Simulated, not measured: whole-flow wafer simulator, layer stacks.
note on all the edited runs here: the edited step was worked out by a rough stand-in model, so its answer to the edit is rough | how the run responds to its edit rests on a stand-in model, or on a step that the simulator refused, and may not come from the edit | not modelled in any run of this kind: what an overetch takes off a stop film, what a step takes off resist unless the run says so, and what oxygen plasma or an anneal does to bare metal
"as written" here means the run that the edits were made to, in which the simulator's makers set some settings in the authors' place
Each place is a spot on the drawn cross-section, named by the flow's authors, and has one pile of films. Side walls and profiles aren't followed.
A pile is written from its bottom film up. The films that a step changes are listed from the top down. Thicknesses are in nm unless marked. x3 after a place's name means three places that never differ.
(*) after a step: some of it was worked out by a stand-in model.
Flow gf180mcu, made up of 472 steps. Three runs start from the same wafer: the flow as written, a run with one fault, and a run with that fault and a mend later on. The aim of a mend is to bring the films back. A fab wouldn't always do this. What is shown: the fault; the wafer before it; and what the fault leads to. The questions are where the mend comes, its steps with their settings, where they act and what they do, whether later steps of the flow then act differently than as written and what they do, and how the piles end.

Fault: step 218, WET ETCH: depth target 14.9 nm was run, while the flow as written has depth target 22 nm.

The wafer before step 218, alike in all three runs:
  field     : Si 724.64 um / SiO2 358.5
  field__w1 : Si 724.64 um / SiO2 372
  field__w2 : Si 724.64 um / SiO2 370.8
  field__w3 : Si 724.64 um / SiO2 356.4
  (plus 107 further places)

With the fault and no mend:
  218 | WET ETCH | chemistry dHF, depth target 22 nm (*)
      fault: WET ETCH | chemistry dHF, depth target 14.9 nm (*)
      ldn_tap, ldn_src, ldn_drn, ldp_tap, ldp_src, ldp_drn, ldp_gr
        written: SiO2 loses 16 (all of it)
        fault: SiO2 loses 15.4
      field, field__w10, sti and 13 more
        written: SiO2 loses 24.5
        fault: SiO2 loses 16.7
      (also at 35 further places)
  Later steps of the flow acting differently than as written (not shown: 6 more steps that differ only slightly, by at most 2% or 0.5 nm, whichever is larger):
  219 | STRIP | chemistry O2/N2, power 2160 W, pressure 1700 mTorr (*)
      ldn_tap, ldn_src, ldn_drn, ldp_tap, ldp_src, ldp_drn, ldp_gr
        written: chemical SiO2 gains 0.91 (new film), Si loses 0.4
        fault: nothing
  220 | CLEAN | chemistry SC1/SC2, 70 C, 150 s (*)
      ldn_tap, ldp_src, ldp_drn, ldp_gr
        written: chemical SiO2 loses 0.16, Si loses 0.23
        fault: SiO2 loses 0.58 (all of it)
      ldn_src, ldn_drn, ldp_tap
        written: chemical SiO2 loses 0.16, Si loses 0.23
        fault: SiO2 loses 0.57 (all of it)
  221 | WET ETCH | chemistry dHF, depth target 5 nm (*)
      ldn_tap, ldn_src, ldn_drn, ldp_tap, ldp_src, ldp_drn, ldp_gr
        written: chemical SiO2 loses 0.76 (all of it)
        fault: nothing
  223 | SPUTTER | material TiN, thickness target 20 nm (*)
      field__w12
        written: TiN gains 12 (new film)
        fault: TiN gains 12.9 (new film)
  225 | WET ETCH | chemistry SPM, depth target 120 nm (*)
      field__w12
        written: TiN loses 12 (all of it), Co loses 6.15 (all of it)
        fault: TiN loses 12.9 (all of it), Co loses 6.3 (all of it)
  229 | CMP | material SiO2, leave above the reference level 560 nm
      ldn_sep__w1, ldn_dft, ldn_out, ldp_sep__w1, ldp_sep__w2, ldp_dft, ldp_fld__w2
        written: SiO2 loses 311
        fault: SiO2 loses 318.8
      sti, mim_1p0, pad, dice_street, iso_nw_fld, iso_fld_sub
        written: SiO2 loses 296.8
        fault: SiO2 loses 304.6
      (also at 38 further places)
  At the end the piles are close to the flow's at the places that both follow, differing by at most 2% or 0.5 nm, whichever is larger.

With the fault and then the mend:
  The mend follows step 218.
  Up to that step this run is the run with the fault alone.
  218a | WET ETCH | chemistry dHF, depth target 7.1 nm (*) (the flow's step 218, run once more with other settings)
      field, field__w1, field__w2 and 47 more
        SiO2 loses 7.1
      ldn_tap, ldp_src, ldp_drn, ldp_gr
        SiO2 loses 0.58 (all of it)
      ldn_src, ldn_drn, ldp_tap
        SiO2 loses 0.57 (all of it)
  None of the later steps of the flow differs from how it acts as written, at any place that is followed, by more than 2% or 0.5 nm, whichever is larger.
  At the end the piles are close to the flow's at the places that both follow, differing by at most 2% or 0.5 nm, whichever is larger.
